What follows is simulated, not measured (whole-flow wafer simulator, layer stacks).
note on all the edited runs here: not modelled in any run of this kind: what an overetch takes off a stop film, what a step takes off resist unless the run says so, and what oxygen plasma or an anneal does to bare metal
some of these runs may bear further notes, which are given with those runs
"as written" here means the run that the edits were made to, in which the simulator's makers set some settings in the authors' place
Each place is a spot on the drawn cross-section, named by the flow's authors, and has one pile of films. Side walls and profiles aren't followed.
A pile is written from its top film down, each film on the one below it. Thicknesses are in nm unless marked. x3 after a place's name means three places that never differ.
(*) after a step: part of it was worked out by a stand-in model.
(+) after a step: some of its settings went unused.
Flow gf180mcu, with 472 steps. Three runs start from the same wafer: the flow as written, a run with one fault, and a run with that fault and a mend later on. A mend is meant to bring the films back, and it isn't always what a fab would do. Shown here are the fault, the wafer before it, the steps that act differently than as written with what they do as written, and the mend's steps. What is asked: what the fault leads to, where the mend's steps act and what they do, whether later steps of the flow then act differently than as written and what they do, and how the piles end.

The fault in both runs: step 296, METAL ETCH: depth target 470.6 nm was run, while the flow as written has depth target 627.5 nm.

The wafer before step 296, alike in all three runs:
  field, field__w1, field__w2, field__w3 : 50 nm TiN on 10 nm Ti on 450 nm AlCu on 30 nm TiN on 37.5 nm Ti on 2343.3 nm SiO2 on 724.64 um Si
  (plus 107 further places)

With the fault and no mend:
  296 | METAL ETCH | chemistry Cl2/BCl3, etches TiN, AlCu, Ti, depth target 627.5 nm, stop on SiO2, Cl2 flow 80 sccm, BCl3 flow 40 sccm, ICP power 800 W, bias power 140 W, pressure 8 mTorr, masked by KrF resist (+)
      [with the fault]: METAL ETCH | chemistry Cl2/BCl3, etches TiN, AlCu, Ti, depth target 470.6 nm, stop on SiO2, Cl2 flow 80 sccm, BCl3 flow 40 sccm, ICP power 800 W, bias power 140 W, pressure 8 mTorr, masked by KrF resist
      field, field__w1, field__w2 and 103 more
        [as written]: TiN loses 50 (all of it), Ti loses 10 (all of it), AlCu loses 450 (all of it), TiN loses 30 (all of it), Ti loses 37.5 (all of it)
        [with the fault]: TiN loses 50 (all of it), Ti loses 10 (all of it), AlCu loses 410.6
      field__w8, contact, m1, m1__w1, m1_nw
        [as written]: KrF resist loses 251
        [with the fault]: KrF resist loses 188.2
  Later steps of the flow acting differently than as written:
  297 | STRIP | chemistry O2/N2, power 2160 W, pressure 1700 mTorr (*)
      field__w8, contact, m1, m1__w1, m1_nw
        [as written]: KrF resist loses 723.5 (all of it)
        [with the fault]: KrF resist loses 786.3 (all of it)
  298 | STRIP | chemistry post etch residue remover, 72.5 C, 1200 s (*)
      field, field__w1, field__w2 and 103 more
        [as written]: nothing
        [with the fault]: AlCu loses 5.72
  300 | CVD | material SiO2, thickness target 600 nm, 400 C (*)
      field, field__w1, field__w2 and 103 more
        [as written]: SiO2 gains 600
        [with the fault]: SiO2 gains 600 (new film)
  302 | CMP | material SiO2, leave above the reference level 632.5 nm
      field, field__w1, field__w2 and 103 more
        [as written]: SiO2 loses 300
        [with the fault]: SiO2 loses 401.2
  By the end, the piles at field, field__w1, field__w2 and 104 more depart from the flow's by more than 2% or 0.5 nm, whichever is larger.
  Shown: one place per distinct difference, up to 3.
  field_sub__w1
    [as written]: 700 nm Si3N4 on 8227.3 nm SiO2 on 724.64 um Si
    [with the fault]: 700 nm Si3N4 on 5782.8 nm SiO2 on 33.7 nm AlCu on 30 nm TiN on 37.5 nm Ti on 2343.2 nm SiO2 on 724.64 um Si
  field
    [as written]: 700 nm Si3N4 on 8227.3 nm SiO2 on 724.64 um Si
    [with the fault]: 700 nm Si3N4 on 5782.8 nm SiO2 on 33.7 nm AlCu on 30 nm TiN on 37.5 nm Ti on 2343.3 nm SiO2 on 724.64 um Si
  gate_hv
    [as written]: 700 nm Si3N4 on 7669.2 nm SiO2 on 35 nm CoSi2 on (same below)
    [with the fault]: 700 nm Si3N4 on 5782.8 nm SiO2 on 33.7 nm AlCu on 30 nm TiN on 37.5 nm Ti on 1785.1 nm SiO2 on 35 nm CoSi2 on (same below)

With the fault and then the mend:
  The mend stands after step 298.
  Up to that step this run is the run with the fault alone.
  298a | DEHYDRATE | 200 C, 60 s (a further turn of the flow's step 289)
      leaves every film unchanged at each place that is followed
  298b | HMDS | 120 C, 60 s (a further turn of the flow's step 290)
      leaves every film unchanged at each place that is followed
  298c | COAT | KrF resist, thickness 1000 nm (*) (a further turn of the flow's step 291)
      iso_ptap_pw, iso_ntap_nw, iso_nw_fld and 33 more
        KrF resist gains 1000 (new film)
      field__w1, field_sub, field_sub__w1 and 10 more
        KrF resist gains 1002.7 (new film)
      field__w13, p_well, sti and 7 more
        KrF resist gains 1003.1 (new film)
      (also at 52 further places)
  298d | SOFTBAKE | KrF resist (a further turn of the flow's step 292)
      leaves every film unchanged at each place that is followed
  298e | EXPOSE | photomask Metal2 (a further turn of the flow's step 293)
      leaves every film unchanged at each place that is followed
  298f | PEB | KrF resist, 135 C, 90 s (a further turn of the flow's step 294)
      field__w1, field__w2, field__w3 and 56 more
        KrF resist loses 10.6
      iso_ptap_pw, iso_ntap_nw, iso_nw_fld and 33 more
        KrF resist loses 10.5
      gate_hv, sd_p, nw_sep_fld, polyc_n, polyc_n_rim
        KrF resist loses 10.7
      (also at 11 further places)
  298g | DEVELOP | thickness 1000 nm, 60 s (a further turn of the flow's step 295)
      iso_ptap_pw, iso_ntap_nw, iso_nw_fld and 33 more
        KrF resist loses 989.5 (all of it)
      field_sub, field_sub__w1, field_sub__w2 and 13 more
        KrF resist loses 992.2 (all of it)
      p_well, sti, spacer and 7 more
        KrF resist loses 992.5 (all of it)
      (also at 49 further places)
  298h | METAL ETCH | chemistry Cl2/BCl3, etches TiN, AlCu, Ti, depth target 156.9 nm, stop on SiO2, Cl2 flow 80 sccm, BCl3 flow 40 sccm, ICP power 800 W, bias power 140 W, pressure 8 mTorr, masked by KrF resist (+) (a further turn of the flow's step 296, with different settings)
      field, field__w1, field__w2 and 103 more
        AlCu loses 33.7 (all of it), TiN loses 30 (all of it), Ti loses 37.5 (all of it)
      field__w8, contact, m1, m1__w1, m1_nw
        KrF resist loses 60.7
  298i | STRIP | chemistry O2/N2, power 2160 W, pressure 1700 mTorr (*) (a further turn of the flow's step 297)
      field__w8
        KrF resist loses 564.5 (all of it)
      contact
        KrF resist loses 562.4 (all of it)
      m1
        KrF resist loses 565.3 (all of it)
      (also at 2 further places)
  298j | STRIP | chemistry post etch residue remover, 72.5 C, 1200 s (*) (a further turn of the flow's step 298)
      field__w8, contact, m1, m1__w1, m1_nw
        TiN loses 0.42
  Later steps of the flow that are run all act as written at every place that is followed, up to a difference of at most 2% or 0.5 nm, whichever is larger.
  At the end the piles are close to the flow's at the places that both follow, differing by at most 2% or 0.5 nm, whichever is larger.
